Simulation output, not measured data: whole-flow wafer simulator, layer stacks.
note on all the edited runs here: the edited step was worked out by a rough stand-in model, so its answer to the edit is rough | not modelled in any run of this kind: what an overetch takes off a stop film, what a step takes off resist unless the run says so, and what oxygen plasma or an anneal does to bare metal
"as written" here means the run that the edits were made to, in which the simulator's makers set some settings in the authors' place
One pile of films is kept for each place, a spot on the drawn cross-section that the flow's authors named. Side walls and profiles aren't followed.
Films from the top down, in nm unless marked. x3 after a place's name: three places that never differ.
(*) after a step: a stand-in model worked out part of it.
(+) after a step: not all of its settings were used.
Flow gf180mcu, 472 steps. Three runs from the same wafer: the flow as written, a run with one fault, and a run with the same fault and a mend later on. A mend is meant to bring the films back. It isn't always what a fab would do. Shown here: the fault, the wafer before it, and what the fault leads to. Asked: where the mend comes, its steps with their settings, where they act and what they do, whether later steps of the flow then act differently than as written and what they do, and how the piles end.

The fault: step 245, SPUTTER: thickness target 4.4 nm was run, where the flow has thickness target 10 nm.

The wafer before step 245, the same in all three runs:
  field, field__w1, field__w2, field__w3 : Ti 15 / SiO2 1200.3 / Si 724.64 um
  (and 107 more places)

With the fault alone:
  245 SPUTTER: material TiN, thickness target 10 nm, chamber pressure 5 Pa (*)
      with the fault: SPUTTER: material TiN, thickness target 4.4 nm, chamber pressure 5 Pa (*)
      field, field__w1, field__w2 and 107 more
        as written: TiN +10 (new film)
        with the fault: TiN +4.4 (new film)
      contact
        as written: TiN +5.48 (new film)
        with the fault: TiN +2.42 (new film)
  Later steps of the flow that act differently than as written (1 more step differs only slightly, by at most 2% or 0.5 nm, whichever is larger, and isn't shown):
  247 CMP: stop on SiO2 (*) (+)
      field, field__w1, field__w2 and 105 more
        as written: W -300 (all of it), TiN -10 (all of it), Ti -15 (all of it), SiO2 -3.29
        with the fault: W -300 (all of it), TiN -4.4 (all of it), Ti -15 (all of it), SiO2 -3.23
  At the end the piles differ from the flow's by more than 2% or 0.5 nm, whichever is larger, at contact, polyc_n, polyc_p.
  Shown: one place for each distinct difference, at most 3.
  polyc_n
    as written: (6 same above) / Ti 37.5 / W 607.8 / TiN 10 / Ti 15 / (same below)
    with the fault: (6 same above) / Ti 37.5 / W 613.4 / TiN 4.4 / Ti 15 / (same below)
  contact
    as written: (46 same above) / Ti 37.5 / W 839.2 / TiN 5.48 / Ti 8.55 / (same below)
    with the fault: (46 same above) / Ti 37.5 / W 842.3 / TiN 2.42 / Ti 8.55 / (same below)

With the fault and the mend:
  The mend comes after step 245.
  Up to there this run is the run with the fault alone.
  245a SPUTTER: material TiN, thickness target 5.6 nm, chamber pressure 5 Pa (*) (the flow's step 245 once more, with other settings)
      field, field__w1, field__w2 and 107 more
        TiN +5.6
      contact
        TiN +3.07
  No later step of the flow acts differently than as written at any place that is followed.
  At the end the piles are the same as the flow's at every place that both follow.
